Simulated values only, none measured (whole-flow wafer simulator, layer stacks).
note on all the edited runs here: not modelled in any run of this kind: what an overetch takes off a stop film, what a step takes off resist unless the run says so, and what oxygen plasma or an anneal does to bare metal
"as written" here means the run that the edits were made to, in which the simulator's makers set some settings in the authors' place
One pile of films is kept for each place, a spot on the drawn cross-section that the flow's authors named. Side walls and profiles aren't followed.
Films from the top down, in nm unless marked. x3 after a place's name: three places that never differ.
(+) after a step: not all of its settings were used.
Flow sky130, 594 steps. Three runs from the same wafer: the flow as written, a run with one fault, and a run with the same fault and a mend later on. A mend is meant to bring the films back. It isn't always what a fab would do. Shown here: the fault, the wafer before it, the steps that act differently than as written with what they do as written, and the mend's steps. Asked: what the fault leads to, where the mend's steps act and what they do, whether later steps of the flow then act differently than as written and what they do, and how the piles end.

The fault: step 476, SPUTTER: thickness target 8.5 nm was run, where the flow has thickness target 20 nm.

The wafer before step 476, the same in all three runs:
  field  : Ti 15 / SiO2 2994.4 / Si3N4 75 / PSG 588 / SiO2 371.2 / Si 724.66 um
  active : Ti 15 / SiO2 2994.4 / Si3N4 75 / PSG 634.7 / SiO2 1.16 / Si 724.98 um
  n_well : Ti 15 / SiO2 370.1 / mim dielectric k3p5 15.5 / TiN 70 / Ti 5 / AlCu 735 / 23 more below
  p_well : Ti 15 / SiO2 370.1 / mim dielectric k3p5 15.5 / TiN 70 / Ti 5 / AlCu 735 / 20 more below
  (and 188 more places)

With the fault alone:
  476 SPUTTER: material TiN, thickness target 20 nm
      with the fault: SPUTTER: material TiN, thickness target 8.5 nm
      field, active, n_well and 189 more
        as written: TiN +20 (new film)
        with the fault: TiN +8.5 (new film)
  Later steps of the flow that act differently than as written (4 more steps differ only slightly, by at most 2% or 0.5 nm, whichever is larger, and aren't shown):
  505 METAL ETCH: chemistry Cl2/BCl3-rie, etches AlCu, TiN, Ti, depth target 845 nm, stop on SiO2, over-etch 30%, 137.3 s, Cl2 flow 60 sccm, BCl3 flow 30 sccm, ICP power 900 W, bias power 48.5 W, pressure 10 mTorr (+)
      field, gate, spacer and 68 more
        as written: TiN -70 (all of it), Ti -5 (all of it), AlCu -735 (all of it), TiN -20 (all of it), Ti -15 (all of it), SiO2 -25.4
        with the fault: TiN -70 (all of it), Ti -5 (all of it), AlCu -735 (all of it), TiN -8.5 (all of it), Ti -15 (all of it), SiO2 -26.5
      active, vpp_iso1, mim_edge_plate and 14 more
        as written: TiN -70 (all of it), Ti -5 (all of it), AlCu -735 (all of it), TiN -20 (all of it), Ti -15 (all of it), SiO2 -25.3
        with the fault: TiN -70 (all of it), Ti -5 (all of it), AlCu -735 (all of it), TiN -8.5 (all of it), Ti -15 (all of it), SiO2 -26.5
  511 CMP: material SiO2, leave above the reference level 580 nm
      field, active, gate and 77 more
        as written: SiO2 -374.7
        with the fault: SiO2 -385
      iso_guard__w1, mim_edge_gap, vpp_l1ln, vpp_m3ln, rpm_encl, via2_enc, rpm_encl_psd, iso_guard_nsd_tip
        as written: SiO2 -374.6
        with the fault: SiO2 -385
  At the end the piles differ from the flow's by more than 2% or 0.5 nm, whichever is larger, at n_well, p_well, gate_hv and 102 more.
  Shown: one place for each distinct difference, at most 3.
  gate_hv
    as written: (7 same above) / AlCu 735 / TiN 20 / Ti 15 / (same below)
    with the fault: (7 same above) / AlCu 735 / TiN 8.5 / Ti 15 / (same below)
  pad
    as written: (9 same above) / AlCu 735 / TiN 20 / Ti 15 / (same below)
    with the fault: (9 same above) / AlCu 735 / TiN 8.5 / Ti 15 / (same below)
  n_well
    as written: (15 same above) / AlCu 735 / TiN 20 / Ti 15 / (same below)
    with the fault: (15 same above) / AlCu 735 / TiN 8.5 / Ti 15 / (same below)

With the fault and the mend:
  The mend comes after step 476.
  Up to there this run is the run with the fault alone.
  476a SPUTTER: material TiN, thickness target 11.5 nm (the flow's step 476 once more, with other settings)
      field, active, n_well and 189 more
        TiN +11.5
  No later step of the flow acts differently than as written at any place that is followed.
  At the end the piles are the same as the flow's at every place that both follow.
